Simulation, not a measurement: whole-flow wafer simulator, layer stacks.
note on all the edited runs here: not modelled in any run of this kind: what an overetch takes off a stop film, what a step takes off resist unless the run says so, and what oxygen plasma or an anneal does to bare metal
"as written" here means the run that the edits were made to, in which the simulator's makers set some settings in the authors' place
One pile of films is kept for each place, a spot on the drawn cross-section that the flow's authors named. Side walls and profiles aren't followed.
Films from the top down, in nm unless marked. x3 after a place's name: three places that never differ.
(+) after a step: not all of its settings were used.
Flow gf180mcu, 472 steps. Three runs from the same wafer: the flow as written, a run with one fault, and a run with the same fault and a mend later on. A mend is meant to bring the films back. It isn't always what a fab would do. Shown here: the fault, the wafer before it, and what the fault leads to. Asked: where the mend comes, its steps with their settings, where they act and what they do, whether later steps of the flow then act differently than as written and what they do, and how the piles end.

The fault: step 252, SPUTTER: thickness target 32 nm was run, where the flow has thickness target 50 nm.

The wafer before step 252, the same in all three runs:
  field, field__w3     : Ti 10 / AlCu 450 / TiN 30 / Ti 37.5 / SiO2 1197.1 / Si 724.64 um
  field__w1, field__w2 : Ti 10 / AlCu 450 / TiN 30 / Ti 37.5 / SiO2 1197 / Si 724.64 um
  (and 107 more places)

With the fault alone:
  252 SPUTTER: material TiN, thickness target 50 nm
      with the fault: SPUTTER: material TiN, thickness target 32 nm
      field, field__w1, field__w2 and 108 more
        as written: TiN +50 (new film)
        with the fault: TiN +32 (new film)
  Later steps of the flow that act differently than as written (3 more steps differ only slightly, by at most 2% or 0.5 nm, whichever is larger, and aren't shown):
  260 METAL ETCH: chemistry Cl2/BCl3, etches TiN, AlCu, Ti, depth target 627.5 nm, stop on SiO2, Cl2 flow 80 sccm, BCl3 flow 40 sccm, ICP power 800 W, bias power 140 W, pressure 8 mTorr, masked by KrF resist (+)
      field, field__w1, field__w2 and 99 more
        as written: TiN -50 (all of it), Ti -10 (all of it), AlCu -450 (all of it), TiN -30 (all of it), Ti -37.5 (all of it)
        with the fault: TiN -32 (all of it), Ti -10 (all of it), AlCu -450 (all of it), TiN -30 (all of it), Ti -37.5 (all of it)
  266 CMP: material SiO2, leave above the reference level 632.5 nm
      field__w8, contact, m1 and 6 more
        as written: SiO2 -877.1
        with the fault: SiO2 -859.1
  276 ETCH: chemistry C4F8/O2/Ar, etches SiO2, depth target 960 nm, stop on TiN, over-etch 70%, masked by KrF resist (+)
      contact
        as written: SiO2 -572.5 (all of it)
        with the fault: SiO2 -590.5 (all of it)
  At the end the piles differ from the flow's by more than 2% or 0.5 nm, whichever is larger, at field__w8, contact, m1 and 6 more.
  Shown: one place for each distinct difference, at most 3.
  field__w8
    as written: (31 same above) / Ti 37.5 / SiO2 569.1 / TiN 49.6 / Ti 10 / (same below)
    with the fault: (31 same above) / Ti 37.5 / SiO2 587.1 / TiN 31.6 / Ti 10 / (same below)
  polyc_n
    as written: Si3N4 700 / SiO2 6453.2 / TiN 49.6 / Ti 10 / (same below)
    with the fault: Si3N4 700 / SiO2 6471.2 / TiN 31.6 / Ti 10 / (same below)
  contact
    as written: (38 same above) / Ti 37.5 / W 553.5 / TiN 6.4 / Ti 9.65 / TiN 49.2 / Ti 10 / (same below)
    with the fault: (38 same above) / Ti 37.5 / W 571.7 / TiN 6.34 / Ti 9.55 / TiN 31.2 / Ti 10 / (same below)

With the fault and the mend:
  The mend comes after step 252.
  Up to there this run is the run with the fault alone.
  252a SPUTTER: material TiN, thickness target 18 nm (the flow's step 252 once more, with other settings)
      field, field__w1, field__w2 and 108 more
        TiN +18
  No later step of the flow acts differently than as written at any place that is followed.
  At the end the piles are the same as the flow's at every place that both follow.
